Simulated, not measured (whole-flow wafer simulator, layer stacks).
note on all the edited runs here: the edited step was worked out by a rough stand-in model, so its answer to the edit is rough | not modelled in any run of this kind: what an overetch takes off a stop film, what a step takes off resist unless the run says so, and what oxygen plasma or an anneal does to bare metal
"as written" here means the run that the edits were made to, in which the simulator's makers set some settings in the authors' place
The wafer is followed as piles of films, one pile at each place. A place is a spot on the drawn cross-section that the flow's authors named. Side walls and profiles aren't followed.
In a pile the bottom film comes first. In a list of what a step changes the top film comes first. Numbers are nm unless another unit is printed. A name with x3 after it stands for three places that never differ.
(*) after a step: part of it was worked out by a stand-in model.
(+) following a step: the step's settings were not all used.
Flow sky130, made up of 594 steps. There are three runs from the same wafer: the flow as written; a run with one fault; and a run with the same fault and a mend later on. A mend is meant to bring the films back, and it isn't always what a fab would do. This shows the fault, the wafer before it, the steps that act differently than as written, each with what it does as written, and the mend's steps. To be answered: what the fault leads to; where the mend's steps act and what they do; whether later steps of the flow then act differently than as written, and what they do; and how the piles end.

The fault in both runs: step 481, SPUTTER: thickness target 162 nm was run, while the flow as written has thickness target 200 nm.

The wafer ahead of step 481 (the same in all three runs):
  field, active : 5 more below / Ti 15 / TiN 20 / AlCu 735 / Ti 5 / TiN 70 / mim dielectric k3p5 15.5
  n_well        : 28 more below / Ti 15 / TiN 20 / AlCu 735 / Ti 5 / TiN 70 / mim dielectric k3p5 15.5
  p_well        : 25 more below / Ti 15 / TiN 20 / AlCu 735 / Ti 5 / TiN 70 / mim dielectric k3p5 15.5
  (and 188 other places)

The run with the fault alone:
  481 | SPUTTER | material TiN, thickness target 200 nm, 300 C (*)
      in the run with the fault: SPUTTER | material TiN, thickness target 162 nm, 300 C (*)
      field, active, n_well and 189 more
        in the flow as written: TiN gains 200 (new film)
        in the run with the fault: TiN gains 162 (new film)
  Steps further on in the flow that do not act as written (3 more steps, not shown, differ only slightly: by at most 2% or 0.5 nm, whichever is larger):
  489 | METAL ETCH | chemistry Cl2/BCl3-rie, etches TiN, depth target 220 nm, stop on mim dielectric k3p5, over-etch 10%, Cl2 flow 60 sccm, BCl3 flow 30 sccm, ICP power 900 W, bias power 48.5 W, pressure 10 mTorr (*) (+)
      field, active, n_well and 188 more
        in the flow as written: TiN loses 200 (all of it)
        in the run with the fault: TiN loses 162 (all of it)
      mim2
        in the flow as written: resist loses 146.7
        in the run with the fault: resist loses 118.8
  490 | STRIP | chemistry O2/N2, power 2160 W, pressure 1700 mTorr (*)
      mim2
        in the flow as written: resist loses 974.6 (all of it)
        in the run with the fault: resist loses 1002.5 (all of it)
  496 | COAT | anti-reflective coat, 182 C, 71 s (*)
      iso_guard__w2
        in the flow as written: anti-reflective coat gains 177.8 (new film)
        in the run with the fault: anti-reflective coat gains 152.8 (new film)
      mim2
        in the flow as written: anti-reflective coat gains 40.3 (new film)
        in the run with the fault: anti-reflective coat gains 32.4 (new film)
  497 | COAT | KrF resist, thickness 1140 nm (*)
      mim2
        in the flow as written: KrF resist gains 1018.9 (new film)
        in the run with the fault: KrF resist gains 1054.7 (new film)
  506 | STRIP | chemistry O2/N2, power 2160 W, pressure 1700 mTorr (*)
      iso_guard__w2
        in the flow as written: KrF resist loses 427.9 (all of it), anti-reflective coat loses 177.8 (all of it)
        in the run with the fault: KrF resist loses 444.7 (all of it), anti-reflective coat loses 152.8 (all of it)
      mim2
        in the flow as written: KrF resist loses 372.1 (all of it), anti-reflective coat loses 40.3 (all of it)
        in the run with the fault: KrF resist loses 407.8 (all of it), anti-reflective coat loses 32.4 (all of it)
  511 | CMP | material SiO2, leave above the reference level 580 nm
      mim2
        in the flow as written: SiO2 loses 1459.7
        in the run with the fault: SiO2 loses 1421.7
  The piles end different from the flow's at mim2 by more than 2% or 0.5 nm, whichever is larger.
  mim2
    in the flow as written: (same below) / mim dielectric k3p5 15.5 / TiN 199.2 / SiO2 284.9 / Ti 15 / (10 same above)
    in the run with the fault: (same below) / mim dielectric k3p5 15.5 / TiN 161.2 / SiO2 322.9 / Ti 15 / (10 same above)

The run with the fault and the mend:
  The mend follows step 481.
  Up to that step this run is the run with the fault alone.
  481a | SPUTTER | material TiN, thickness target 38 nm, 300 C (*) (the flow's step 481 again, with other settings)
      field, active, n_well and 189 more
        TiN gains 38
  Every later step of the flow that is run acts as written at every place that is followed.
  The piles end the same as the flow's at every place that both follow.
